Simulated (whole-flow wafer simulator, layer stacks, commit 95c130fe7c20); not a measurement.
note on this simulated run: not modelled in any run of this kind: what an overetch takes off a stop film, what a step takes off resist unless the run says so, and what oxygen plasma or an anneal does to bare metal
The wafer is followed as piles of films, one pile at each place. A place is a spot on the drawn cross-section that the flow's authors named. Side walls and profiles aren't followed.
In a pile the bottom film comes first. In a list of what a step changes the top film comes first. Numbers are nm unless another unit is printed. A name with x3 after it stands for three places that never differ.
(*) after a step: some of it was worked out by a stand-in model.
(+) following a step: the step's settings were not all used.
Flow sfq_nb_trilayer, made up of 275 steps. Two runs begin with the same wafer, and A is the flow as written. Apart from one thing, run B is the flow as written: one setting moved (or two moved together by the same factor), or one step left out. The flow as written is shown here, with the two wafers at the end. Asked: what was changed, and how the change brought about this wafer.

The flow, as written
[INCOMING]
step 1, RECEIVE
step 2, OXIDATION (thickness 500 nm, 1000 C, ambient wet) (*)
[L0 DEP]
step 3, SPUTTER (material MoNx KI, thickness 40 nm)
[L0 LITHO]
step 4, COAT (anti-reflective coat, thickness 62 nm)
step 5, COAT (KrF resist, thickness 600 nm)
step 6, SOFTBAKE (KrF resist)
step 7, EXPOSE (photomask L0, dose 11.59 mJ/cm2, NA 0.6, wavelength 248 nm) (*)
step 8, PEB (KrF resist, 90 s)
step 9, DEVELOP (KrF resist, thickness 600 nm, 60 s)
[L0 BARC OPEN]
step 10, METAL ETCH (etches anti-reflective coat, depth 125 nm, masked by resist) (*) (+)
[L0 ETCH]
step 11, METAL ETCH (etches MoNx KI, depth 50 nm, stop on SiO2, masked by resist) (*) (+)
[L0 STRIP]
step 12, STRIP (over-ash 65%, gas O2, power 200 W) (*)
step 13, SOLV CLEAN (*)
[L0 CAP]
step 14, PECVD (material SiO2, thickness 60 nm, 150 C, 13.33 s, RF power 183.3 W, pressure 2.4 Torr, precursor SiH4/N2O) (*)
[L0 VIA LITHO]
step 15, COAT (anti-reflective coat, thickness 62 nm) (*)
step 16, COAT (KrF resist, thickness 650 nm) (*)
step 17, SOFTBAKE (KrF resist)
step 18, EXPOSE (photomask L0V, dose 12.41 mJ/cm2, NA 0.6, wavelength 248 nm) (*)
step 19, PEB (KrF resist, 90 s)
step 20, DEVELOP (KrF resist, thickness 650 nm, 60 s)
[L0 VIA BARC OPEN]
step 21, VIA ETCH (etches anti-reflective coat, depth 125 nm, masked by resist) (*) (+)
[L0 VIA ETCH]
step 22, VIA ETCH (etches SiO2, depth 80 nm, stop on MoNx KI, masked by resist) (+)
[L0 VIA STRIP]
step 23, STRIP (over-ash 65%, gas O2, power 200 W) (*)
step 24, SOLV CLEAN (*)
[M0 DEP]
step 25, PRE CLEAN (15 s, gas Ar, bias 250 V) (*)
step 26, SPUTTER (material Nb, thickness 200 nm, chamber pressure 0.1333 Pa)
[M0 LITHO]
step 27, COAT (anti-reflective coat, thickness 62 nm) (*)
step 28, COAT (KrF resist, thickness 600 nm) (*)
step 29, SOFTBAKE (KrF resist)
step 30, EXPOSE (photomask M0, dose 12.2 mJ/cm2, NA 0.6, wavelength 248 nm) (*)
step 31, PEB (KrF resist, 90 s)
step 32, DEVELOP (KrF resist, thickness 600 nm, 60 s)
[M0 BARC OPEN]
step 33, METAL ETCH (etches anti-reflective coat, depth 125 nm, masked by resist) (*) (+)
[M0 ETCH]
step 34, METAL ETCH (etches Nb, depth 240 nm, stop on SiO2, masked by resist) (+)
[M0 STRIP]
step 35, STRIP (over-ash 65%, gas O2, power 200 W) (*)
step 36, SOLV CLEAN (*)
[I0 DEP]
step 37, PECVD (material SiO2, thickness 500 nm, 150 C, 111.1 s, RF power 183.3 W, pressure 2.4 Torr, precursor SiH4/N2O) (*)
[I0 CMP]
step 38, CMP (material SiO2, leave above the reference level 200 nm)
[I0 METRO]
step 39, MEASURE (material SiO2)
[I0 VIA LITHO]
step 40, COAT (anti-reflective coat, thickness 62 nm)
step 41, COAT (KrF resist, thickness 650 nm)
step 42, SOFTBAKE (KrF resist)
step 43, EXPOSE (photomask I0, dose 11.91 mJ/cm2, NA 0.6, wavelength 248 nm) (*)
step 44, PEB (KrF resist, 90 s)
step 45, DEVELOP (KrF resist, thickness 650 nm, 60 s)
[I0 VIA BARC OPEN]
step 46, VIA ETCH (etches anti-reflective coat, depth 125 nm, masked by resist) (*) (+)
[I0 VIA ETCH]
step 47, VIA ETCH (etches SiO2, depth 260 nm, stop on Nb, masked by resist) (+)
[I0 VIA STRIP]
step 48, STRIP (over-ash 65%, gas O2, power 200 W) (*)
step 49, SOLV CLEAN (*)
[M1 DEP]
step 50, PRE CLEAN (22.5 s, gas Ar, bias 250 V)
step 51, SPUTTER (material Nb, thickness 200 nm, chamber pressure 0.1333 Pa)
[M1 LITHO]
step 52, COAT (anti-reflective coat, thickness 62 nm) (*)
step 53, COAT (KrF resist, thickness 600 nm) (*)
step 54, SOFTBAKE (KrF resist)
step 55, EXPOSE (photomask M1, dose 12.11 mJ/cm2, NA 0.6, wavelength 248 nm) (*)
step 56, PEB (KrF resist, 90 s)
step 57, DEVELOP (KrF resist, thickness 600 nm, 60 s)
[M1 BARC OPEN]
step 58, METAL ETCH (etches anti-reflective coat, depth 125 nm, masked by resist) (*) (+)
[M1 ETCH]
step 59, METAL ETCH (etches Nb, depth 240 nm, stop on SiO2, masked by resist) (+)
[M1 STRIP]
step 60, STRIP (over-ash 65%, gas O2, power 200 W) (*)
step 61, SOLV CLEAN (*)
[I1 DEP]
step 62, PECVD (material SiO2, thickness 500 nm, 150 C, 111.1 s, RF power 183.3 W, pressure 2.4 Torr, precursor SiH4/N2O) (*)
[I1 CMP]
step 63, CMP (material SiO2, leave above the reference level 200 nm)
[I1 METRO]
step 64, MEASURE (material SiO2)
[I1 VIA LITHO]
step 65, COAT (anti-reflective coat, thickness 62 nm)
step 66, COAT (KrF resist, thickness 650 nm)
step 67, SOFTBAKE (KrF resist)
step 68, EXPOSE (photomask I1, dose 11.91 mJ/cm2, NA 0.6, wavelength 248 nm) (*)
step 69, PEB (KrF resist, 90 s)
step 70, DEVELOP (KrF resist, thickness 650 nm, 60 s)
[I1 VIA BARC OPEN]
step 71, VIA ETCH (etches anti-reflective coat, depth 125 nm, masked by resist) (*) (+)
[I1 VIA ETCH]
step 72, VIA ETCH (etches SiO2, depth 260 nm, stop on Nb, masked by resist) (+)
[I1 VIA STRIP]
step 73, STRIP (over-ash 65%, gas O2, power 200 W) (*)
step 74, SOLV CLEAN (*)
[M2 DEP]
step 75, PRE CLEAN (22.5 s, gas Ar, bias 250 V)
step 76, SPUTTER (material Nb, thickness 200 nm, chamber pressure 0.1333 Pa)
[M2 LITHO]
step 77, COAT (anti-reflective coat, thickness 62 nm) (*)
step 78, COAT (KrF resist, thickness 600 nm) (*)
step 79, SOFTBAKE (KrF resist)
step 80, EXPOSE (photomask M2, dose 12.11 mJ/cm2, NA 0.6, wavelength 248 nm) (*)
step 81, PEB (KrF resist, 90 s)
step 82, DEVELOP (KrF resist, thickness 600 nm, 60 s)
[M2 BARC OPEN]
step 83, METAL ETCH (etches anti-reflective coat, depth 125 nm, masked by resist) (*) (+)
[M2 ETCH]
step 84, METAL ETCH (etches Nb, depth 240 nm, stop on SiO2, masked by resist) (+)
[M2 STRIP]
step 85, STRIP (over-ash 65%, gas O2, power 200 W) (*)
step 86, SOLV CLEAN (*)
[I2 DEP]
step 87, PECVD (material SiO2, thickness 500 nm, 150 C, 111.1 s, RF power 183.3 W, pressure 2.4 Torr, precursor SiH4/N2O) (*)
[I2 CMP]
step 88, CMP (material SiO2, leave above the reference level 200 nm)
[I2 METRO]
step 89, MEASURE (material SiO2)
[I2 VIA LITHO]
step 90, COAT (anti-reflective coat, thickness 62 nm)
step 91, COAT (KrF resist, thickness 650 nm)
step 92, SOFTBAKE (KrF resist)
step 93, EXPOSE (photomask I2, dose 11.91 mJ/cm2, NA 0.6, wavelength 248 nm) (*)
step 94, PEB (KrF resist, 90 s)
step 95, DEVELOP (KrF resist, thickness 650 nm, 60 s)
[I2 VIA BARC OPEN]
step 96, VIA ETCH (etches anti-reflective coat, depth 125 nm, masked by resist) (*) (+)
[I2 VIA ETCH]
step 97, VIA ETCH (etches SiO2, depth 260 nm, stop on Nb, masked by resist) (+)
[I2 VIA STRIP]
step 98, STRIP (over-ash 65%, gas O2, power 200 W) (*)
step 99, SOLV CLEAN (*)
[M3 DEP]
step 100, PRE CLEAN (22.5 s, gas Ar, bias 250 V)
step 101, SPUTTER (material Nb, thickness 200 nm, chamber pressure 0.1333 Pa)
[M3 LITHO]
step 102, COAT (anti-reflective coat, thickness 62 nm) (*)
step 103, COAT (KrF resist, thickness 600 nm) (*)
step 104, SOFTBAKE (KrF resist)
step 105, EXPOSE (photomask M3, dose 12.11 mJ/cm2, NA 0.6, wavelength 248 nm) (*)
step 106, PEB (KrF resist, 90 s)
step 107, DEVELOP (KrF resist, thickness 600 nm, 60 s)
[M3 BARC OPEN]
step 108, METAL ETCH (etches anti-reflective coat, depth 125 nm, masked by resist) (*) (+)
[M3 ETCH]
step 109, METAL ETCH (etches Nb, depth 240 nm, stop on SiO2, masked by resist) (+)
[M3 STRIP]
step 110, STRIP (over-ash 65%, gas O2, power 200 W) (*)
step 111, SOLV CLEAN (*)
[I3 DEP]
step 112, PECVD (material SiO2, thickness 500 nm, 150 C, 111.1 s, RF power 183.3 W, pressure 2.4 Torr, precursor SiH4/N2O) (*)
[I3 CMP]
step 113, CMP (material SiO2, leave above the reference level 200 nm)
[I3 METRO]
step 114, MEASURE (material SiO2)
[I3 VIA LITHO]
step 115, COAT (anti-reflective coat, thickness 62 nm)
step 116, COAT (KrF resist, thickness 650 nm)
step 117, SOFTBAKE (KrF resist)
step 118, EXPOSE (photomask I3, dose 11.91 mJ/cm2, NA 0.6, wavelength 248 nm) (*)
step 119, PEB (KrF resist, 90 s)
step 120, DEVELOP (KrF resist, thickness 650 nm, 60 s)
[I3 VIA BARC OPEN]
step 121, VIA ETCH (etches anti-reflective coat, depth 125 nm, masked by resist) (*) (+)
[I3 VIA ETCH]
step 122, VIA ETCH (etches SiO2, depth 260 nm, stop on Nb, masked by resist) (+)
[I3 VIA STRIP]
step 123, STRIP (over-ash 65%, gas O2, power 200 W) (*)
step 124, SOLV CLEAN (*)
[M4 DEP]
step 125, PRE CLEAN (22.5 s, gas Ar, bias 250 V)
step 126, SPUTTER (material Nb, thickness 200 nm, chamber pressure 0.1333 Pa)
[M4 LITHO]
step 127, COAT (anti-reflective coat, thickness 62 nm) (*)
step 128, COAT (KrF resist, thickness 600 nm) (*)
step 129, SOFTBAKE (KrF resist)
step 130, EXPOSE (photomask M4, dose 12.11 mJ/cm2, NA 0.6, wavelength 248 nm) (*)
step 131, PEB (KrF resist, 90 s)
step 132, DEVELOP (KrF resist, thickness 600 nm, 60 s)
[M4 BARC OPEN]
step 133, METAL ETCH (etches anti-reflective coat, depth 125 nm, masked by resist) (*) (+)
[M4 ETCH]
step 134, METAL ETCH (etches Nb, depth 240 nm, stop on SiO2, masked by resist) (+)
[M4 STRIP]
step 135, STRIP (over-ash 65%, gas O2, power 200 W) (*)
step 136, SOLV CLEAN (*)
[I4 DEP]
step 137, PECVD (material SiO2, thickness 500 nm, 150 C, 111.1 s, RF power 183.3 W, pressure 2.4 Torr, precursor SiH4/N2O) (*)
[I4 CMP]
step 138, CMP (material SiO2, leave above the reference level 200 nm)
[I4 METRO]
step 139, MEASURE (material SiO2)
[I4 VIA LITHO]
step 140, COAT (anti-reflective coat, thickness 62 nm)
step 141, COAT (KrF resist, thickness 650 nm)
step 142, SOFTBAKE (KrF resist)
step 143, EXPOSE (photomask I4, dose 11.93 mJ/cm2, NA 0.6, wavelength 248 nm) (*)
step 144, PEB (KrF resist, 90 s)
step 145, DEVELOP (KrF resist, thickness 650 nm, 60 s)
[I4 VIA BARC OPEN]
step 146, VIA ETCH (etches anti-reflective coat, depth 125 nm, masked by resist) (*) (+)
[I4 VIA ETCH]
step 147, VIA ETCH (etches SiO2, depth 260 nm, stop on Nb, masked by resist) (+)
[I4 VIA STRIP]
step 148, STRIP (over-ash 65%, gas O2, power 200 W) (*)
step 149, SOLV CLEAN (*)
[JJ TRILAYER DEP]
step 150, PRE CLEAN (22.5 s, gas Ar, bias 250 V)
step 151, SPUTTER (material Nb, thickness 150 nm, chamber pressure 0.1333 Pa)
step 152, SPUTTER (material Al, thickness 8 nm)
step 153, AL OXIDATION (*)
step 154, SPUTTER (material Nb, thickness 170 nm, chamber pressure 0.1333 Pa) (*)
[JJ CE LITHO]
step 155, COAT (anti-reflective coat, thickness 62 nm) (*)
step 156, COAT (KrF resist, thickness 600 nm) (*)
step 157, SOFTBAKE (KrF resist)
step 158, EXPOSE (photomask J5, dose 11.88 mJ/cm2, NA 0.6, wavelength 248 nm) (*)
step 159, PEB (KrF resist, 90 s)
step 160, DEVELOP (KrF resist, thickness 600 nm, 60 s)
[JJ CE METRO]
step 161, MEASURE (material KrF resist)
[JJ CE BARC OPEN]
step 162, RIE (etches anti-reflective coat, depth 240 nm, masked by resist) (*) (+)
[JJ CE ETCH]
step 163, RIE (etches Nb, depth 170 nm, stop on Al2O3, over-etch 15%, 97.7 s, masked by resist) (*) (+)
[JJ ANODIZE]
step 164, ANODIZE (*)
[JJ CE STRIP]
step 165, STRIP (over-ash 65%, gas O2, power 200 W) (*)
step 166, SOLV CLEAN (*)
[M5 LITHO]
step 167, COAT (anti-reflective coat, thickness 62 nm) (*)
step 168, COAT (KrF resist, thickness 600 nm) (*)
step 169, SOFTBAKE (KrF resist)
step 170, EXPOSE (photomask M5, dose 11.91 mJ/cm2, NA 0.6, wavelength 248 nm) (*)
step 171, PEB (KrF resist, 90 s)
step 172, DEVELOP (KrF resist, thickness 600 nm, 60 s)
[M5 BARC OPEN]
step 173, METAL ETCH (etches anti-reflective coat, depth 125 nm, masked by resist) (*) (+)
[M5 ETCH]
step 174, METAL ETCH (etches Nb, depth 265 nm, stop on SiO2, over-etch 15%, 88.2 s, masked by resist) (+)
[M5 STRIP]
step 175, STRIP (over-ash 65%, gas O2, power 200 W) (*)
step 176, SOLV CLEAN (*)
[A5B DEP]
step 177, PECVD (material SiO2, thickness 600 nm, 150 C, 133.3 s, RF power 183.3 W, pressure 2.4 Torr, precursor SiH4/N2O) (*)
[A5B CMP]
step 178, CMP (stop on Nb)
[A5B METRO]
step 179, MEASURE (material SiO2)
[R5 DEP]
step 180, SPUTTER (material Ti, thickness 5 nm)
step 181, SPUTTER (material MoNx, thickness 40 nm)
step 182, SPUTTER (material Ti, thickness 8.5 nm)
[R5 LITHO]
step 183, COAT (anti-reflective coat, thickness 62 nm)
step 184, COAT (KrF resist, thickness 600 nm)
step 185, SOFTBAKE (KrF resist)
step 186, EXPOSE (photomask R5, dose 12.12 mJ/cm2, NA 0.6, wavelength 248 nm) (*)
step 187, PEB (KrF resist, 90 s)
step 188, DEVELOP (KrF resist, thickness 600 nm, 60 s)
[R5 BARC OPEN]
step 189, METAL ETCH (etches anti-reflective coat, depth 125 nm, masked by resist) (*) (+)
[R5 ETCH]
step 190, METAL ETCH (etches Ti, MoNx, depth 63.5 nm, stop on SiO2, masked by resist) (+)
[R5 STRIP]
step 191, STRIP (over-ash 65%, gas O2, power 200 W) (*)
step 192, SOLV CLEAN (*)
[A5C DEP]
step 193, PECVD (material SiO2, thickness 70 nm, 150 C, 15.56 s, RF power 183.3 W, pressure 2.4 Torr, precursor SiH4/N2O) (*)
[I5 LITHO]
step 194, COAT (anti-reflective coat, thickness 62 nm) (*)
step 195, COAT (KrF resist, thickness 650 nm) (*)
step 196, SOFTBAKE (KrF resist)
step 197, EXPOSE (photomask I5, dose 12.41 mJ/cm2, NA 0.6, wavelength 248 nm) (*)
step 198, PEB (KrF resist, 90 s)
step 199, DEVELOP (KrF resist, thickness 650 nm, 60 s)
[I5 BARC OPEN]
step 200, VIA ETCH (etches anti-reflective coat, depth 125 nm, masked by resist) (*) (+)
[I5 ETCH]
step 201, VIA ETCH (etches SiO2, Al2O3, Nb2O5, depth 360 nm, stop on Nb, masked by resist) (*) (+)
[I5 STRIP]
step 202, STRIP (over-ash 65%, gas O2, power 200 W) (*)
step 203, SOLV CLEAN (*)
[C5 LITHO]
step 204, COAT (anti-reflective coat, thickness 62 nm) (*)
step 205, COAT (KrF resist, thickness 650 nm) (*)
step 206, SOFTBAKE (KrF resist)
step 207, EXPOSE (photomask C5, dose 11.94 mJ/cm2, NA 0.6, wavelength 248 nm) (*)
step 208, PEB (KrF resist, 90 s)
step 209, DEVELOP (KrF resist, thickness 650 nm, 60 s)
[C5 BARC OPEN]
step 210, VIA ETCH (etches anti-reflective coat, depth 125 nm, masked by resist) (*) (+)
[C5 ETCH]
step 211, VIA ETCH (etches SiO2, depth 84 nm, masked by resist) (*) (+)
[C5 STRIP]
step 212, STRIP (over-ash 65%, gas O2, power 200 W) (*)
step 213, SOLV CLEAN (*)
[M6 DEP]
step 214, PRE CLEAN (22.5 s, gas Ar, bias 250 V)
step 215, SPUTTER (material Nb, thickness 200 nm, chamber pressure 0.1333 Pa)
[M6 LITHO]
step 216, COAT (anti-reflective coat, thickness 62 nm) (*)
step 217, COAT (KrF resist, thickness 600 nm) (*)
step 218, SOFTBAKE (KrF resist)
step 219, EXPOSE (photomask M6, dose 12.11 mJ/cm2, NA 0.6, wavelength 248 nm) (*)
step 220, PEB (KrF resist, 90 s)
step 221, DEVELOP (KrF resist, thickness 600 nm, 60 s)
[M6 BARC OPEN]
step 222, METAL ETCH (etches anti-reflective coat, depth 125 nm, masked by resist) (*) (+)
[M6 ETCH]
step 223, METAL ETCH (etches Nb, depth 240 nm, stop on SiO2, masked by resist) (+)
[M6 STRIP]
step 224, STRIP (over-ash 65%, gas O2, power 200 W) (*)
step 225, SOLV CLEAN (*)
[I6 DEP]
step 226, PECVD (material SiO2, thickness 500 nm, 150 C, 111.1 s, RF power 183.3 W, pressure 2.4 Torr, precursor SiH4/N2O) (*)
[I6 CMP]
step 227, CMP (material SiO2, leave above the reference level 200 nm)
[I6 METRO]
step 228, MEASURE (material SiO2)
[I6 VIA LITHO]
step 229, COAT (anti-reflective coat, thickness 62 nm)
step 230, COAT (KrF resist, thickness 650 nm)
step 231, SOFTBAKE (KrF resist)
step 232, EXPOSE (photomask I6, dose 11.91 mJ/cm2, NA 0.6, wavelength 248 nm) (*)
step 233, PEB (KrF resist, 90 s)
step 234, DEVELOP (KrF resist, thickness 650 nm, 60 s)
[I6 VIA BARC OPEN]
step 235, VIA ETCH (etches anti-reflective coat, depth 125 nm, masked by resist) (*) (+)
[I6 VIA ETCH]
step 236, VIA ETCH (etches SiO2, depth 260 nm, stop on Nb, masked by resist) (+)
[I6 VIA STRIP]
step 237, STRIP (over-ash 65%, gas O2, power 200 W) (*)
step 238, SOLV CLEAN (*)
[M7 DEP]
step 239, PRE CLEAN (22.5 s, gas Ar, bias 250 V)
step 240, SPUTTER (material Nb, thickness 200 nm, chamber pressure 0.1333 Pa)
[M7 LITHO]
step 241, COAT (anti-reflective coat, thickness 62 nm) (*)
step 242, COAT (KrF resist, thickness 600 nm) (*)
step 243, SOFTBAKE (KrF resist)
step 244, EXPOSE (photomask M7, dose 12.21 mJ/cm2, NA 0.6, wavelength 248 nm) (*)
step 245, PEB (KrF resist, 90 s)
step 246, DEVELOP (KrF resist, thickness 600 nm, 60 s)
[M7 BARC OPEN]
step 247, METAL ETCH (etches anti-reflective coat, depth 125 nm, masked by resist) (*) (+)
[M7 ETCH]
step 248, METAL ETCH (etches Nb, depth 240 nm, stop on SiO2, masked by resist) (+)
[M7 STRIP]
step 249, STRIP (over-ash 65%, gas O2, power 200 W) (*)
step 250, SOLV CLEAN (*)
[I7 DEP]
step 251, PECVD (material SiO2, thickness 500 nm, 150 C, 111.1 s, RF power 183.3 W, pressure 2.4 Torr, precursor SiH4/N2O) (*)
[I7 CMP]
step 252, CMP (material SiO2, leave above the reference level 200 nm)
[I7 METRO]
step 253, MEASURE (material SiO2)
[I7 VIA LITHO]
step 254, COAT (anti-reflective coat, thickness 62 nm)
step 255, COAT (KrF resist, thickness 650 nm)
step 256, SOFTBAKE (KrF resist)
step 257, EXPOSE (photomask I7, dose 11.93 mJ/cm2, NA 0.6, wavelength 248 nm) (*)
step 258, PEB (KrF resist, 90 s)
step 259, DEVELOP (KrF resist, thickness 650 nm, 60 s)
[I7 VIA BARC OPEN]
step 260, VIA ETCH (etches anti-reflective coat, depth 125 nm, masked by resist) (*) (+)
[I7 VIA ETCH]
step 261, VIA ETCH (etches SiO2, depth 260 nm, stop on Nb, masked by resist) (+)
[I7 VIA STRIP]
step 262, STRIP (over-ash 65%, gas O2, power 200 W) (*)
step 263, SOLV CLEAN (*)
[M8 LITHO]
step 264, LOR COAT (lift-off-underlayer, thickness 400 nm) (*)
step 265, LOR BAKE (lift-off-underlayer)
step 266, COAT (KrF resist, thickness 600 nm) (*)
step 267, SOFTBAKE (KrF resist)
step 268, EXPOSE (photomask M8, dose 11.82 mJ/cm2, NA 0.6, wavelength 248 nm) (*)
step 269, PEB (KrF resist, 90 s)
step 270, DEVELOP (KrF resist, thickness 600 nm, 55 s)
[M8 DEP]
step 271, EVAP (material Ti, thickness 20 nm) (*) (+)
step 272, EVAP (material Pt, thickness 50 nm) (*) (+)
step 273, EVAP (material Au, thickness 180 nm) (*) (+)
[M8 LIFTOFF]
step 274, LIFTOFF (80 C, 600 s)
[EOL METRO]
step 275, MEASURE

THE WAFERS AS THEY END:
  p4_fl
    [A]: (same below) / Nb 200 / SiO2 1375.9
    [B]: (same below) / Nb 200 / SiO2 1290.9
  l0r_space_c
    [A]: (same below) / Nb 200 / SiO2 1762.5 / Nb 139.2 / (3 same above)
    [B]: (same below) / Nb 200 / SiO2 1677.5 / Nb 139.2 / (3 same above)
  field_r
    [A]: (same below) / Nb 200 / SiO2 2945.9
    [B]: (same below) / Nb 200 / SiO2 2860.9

What caused this: step 138, CMP: leave above the reference level 115 nm was run, whereas the flow has leave above the reference level 200 nm.

The path from the change to this, step by step:
  step 138, CMP (material SiO2, leave above the reference level 200 nm)
      field_l, be, be_sur and 55 more: A -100 SiO2 | B -185 SiO2
      v_sur, via_wl, via_w and 35 more: A -300 SiO2 | B -385 SiO2
      (as well as at 10 more places)
  step 147, VIA ETCH (etches SiO2, depth 260 nm, stop on Nb, masked by resist) (+)
      field_l, v_sur, via_sp and 100 more: A -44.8 KrF resist | B -29.7 KrF resist
      via_wl, via_w, via_wr: A -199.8 SiO2 (all of it) | B -114.8 SiO2 (all of it)
  step 148, STRIP (over-ash 65%, gas O2, power 200 W) (*)
      field_l, v_sur, via_sp and 100 more: A -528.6 KrF resist (all of it), -62 anti-reflective coat (all of it) | B -543.7 KrF resist (all of it), -62 anti-reflective coat (all of it)
  step 151, SPUTTER (material Nb, thickness 150 nm, chamber pressure 0.1333 Pa)
      via_wl, via_w, via_wr: A +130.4 Nb | B +140.4 Nb
  step 152, SPUTTER (material Al, thickness 8 nm)
      via_wl, via_wr: A +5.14 Al (new film) | B +6.15 Al (new film)
      via_w: A +7.12 Al (new film) | B +7.83 Al (new film)
  step 154, SPUTTER (material Nb, thickness 170 nm, chamber pressure 0.1333 Pa) (*)
      via_wl, via_wr: A +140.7 Nb (new film) | B +126.2 Nb (new film)
      via_w: A +141 Nb (new film) | B +166.8 Nb (new film)
  step 155, COAT (anti-reflective coat, thickness 62 nm) (*)
      via_wl, via_wr: A +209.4 anti-reflective coat (new film) | B +175.7 anti-reflective coat (new film)
      v_sur: A +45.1 anti-reflective coat (new film) | B +49.3 anti-reflective coat (new film)
      (as well as at 2 more places)
  step 156, COAT (KrF resist, thickness 600 nm) (*)
      via_wl: A +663 KrF resist (new film) | B +635 KrF resist (new film)
      via_w: A +763.8 KrF resist (new film) | B +674.8 KrF resist (new film)
      (as well as at 1 more place)
  step 160, DEVELOP (KrF resist, thickness 600 nm, 60 s)
      via_wl: A -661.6 KrF resist (all of it) | B -633.7 KrF resist (all of it)
      via_w: A -762.1 KrF resist (all of it) | B -673.4 KrF resist (all of it)
      (as well as at 1 more place)
  step 162, RIE (etches anti-reflective coat, depth 240 nm, masked by resist) (*) (+)
      ce_l, c5j, ce_r, wl_jj: A -209.4 KrF resist | B -175.7 KrF resist
      via_wl, via_wr: A -209.4 anti-reflective coat (all of it) | B -175.7 anti-reflective coat (all of it)
      (as well as at 3 more places)
  step 163, RIE (etches Nb, depth 170 nm, stop on Al2O3, over-etch 15%, 97.7 s, masked by resist) (*) (+)
      via_w: A -141 Nb (all of it), -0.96 Al2O3 (all of it) | B -166.8 Nb (all of it), -0.57 Al2O3
      via_wl, via_wr: A -140.7 Nb (all of it), -0.96 Al2O3 (all of it) | B -126.2 Nb (all of it), -0.96 Al2O3 (all of it)
  step 164, ANODIZE (*)
      via_w: A +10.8 Al2O3 (new film), +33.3 Nb2O5 (new film), -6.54 Al (all of it), -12 Nb | B +12 Al2O3, +30.6 Nb2O5 (new film), -7.25 Al (all of it), -11 Nb
      via_wl, via_wr: A +7.52 Al2O3 (new film), +39.2 Nb2O5 (new film), -4.56 Al (all of it), -14.1 Nb | B +9.19 Al2O3 (new film), +36.2 Nb2O5 (new film), -5.57 Al (all of it), -13 Nb
  step 165, STRIP (over-ash 65%, gas O2, power 200 W) (*)
      ce_l: A -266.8 KrF resist (all of it), -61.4 anti-reflective coat (all of it) | B -301.1 KrF resist (all of it), -61.7 anti-reflective coat (all of it)
      c5j: A -266.9 KrF resist (all of it), -61.5 anti-reflective coat (all of it) | B -301.1 KrF resist (all of it), -61.7 anti-reflective coat (all of it)
      (as well as at 2 more places)
  step 167, COAT (anti-reflective coat, thickness 62 nm) (*)
      v_sur: A +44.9 anti-reflective coat (new film) | B +46.1 anti-reflective coat (new film)
      via_wl: A +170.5 anti-reflective coat (new film) | B +110.1 anti-reflective coat (new film)
      (as well as at 3 more places)
  step 168, COAT (KrF resist, thickness 600 nm) (*)
      v_sur: A +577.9 KrF resist (new film) | B +592 KrF resist (new film)
      via_w: A +732.6 KrF resist (new film) | B +673.7 KrF resist (new film)
  step 175, STRIP (over-ash 65%, gas O2, power 200 W) (*)
      v_sur: A -349.2 KrF resist (all of it), -44.9 anti-reflective coat (all of it) | B -363.2 KrF resist (all of it), -46.1 anti-reflective coat (all of it)
      via_wl: A -427 KrF resist (all of it), -170.5 anti-reflective coat (all of it) | B -414.1 KrF resist (all of it), -110.1 anti-reflective coat (all of it)
      (as well as at 3 more places)
  step 178, CMP (stop on Nb)
      via_wl, via_wr: A -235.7 SiO2 | B -330.4 SiO2
      via_w: A -235.2 SiO2 | B -330 SiO2
